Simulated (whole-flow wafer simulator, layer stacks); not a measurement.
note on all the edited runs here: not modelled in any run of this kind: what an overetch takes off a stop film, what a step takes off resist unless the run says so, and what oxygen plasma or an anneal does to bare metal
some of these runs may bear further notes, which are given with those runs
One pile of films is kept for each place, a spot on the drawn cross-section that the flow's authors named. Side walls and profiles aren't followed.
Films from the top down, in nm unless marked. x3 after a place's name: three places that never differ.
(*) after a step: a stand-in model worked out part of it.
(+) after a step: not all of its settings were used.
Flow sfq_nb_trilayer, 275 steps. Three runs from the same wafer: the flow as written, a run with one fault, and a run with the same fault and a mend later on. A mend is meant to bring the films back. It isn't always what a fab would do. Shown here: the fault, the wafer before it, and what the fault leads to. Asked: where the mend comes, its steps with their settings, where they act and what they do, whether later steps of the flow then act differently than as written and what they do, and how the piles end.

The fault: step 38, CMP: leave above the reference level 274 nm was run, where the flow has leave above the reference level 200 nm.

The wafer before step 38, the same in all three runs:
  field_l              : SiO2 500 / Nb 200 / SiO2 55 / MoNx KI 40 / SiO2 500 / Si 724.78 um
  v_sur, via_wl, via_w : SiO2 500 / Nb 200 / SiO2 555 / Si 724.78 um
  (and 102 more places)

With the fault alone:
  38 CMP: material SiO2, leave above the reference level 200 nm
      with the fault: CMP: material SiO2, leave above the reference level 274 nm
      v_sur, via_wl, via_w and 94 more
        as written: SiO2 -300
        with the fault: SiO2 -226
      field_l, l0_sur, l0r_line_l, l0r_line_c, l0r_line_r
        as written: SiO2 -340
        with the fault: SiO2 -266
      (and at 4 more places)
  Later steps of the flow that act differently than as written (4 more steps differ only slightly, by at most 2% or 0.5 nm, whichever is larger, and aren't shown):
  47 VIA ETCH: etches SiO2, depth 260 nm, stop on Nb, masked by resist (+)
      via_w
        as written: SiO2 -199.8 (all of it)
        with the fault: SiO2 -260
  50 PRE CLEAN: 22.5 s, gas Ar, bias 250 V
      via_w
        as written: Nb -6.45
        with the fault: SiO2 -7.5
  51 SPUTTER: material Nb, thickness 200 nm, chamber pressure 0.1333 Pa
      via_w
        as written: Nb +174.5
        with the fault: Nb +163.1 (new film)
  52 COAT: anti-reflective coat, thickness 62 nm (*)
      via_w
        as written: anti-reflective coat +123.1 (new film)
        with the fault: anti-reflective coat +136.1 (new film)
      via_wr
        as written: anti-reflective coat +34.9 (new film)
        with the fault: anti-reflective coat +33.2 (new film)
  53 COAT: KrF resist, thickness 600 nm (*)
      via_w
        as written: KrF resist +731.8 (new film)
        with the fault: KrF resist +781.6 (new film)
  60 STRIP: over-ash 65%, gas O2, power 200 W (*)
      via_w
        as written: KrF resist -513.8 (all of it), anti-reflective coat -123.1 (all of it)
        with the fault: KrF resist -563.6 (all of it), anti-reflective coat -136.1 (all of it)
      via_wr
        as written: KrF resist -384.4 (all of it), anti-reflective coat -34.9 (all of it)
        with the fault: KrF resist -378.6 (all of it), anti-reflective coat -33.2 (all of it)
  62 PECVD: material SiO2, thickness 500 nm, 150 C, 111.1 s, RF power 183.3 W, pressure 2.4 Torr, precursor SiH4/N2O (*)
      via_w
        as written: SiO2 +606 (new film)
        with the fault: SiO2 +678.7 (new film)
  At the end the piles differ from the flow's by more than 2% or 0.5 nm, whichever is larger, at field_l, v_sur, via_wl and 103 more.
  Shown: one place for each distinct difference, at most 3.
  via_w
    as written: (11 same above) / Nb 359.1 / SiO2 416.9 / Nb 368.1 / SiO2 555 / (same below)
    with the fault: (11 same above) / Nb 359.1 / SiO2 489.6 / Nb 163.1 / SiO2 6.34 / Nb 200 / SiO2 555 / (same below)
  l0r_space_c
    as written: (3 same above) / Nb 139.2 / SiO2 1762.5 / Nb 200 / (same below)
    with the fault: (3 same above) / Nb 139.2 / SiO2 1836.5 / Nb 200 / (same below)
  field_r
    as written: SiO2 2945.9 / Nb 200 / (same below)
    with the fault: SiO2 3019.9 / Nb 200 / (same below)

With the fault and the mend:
  The mend comes after step 39.
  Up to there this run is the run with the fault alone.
  39a CMP: material SiO2, leave above the reference level 200 nm (the flow's step 38 once more)
      field_l, v_sur, via_wl and 103 more
        SiO2 -74
  No later step of the flow acts differently than as written at any place that is followed.
  At the end the piles are the same as the flow's at every place that both follow.
